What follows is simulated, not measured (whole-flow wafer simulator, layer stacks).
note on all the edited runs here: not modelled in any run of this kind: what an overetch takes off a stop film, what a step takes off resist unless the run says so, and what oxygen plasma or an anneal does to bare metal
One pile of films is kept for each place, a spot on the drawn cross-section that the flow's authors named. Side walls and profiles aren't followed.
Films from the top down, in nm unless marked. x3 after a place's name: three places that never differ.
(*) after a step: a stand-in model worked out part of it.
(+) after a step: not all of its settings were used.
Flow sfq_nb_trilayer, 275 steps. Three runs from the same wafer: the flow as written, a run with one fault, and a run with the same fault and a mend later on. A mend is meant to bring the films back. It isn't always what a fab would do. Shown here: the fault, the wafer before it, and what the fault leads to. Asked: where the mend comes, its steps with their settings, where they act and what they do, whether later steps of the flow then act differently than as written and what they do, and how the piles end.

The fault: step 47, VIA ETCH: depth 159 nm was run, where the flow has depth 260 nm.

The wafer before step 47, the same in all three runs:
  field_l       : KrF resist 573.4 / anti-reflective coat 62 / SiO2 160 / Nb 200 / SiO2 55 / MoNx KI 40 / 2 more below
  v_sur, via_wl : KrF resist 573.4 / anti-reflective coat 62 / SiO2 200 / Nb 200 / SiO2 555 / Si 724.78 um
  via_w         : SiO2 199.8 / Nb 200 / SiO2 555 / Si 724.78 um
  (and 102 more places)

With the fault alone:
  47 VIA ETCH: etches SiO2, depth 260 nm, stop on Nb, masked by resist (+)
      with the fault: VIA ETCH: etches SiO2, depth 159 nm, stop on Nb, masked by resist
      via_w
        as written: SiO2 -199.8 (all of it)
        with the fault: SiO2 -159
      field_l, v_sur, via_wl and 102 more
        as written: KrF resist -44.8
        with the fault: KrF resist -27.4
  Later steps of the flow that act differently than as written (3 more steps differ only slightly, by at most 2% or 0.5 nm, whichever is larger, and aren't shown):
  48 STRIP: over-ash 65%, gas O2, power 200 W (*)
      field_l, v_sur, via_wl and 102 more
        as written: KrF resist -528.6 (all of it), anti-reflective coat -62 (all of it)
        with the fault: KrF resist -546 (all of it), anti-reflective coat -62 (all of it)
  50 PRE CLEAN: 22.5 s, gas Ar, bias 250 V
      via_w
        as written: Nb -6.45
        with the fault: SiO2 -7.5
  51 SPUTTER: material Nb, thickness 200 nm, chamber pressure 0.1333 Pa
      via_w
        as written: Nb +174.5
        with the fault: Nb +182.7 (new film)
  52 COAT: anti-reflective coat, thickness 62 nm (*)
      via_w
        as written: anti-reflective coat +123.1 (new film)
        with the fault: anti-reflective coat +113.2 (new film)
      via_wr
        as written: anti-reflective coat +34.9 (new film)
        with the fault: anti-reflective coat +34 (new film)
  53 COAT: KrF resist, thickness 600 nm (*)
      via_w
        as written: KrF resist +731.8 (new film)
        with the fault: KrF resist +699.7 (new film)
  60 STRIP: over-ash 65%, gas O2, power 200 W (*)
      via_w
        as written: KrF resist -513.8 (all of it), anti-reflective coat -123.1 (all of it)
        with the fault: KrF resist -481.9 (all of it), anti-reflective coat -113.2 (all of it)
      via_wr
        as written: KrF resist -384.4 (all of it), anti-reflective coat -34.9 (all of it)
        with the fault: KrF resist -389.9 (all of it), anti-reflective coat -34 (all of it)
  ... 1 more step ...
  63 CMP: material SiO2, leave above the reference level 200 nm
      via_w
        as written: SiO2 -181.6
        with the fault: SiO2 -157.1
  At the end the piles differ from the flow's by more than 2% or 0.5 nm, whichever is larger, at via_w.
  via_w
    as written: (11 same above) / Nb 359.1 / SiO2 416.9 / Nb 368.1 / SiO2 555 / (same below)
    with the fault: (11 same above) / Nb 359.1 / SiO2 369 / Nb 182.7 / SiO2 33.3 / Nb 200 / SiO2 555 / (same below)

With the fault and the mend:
  The mend comes after step 47.
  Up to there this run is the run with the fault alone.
  47a VIA ETCH: etches SiO2, depth 101 nm, stop on Nb, masked by resist (+) (the flow's step 47 once more, with other settings)
      field_l, v_sur, via_wl and 102 more
        KrF resist -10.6
      via_w
        SiO2 -40.8 (all of it)
  No later step of the flow acts differently than as written, at any place that is followed, by more than 2% or 0.5 nm, whichever is larger.
  At the end the piles are the same as the flow's at every place that both follow.
